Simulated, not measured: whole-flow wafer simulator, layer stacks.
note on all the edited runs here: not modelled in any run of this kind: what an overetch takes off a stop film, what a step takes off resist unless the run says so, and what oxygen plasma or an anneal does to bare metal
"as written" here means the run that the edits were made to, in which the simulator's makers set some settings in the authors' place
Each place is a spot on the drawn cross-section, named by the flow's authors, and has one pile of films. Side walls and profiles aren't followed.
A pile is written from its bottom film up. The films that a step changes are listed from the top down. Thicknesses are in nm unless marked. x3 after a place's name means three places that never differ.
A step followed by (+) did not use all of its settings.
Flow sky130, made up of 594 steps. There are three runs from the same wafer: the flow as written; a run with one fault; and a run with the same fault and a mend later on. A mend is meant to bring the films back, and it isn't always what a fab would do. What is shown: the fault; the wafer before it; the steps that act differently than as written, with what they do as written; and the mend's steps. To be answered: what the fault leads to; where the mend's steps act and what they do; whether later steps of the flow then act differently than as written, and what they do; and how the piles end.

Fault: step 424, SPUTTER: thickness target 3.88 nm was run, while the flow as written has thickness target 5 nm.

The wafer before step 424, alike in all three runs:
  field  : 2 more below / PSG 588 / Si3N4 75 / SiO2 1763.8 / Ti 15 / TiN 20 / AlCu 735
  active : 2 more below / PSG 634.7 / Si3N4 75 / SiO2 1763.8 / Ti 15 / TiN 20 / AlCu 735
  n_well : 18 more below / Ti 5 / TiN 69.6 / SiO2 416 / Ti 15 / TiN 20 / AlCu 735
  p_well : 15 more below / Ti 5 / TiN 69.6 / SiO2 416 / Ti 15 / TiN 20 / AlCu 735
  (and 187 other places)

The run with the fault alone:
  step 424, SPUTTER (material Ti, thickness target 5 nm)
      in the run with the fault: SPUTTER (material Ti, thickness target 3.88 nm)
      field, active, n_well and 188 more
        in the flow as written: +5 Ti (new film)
        in the run with the fault: +3.88 Ti (new film)
  Steps further on in the flow that do not act as written (10 more steps, not shown, differ only slightly: by at most 2% or 0.5 nm, whichever is larger):
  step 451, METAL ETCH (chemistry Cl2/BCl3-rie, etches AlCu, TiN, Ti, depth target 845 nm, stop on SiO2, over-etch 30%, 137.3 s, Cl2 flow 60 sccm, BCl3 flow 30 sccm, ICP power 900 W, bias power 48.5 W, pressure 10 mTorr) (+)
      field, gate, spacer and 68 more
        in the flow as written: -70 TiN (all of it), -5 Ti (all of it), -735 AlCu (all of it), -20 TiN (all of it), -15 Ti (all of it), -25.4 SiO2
        in the run with the fault: -70 TiN (all of it), -3.88 Ti (all of it), -735 AlCu (all of it), -20 TiN (all of it), -15 Ti (all of it), -25.5 SiO2
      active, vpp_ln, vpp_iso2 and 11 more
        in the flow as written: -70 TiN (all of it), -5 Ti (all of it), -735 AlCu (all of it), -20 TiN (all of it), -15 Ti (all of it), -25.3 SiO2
        in the run with the fault: -70 TiN (all of it), -3.88 Ti (all of it), -735 AlCu (all of it), -20 TiN (all of it), -15 Ti (all of it), -25.5 SiO2
  The piles end different from the flow's at n_well, p_well, gate_hv and 104 more by more than 2% or 0.5 nm, whichever is larger.
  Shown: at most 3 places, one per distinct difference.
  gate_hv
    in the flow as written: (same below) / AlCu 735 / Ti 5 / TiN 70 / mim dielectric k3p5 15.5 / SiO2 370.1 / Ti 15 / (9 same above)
    in the run with the fault: (same below) / AlCu 735 / Ti 3.88 / TiN 70 / mim dielectric k3p5 15.5 / SiO2 371.2 / Ti 15 / (9 same above)
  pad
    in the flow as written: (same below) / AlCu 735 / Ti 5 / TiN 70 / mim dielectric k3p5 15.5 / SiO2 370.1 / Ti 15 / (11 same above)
    in the run with the fault: (same below) / AlCu 735 / Ti 3.88 / TiN 70 / mim dielectric k3p5 15.5 / SiO2 371.2 / Ti 15 / (11 same above)
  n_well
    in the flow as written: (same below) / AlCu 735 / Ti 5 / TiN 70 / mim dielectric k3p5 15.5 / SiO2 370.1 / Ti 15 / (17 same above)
    in the run with the fault: (same below) / AlCu 735 / Ti 3.88 / TiN 70 / mim dielectric k3p5 15.5 / SiO2 371.2 / Ti 15 / (17 same above)

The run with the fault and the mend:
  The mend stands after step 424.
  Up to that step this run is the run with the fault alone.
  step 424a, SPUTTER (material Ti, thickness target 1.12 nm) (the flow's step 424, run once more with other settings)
      field, active, n_well and 188 more
        +1.12 Ti
  Every later step of the flow that is run acts as written at every place that is followed.
  By the end, the piles equal the flow's at every place that both follow.
